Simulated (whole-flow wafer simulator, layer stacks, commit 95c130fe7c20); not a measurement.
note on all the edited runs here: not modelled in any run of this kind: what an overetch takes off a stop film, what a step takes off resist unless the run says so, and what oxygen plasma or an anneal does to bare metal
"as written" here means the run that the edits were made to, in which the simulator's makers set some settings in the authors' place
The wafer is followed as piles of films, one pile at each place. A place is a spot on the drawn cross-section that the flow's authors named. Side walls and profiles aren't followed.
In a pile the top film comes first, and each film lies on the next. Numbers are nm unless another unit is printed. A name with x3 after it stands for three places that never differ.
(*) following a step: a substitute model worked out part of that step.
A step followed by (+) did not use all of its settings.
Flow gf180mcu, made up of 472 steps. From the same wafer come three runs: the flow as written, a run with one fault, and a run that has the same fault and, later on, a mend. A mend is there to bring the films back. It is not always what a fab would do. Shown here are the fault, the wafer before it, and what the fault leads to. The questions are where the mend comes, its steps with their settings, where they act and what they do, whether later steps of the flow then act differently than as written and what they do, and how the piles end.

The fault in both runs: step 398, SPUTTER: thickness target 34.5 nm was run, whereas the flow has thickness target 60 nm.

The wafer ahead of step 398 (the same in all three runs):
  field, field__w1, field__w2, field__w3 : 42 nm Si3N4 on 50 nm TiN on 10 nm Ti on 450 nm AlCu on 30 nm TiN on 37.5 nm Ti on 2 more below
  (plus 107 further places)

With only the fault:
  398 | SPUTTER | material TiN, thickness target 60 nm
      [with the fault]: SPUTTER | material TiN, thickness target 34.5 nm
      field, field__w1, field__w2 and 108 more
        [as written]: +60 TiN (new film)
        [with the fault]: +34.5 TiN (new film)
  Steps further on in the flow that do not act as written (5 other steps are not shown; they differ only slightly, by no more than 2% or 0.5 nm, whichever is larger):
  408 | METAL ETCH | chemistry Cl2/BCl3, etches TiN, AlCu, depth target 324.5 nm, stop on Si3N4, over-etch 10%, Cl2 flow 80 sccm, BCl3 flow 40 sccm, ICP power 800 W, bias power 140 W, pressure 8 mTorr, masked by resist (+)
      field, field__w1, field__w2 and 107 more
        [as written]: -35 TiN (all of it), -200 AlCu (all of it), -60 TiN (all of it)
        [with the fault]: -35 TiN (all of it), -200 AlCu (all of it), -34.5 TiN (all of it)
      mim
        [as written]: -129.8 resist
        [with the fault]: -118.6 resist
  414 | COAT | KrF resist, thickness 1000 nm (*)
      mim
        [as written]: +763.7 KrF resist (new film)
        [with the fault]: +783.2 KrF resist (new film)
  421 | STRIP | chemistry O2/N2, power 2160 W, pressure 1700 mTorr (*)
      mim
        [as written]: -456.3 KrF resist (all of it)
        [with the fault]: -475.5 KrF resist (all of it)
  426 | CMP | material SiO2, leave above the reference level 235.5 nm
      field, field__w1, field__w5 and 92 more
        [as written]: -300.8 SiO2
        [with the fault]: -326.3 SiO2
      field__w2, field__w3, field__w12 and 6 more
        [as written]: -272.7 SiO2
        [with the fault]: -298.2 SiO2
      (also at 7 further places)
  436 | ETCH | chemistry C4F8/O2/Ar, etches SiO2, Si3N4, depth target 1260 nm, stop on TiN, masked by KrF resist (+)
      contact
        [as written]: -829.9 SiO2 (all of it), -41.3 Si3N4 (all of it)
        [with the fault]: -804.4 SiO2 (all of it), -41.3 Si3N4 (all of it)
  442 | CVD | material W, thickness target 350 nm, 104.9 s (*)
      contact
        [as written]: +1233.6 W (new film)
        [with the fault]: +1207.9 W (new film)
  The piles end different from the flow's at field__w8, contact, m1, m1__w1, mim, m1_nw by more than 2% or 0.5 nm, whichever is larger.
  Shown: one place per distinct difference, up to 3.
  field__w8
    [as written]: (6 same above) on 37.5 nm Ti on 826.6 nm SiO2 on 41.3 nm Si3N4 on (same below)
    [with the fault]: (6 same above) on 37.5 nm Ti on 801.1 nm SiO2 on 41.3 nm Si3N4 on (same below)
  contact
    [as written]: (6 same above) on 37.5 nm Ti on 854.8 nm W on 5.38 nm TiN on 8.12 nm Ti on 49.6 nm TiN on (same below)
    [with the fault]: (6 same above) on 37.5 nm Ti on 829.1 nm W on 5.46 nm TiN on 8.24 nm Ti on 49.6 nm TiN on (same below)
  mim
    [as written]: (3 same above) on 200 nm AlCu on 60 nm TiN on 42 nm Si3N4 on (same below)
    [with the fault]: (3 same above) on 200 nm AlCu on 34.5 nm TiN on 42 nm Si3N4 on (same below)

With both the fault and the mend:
  The mend follows step 398.
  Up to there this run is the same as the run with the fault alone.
  398a | SPUTTER | material TiN, thickness target 25.5 nm (the flow's step 398, run once more with other settings)
      field, field__w1, field__w2 and 108 more
        +25.5 TiN
  Every later step of the flow that is run acts as written at every place that is followed.
  At every place that both follow, the piles at the end match the flow's.
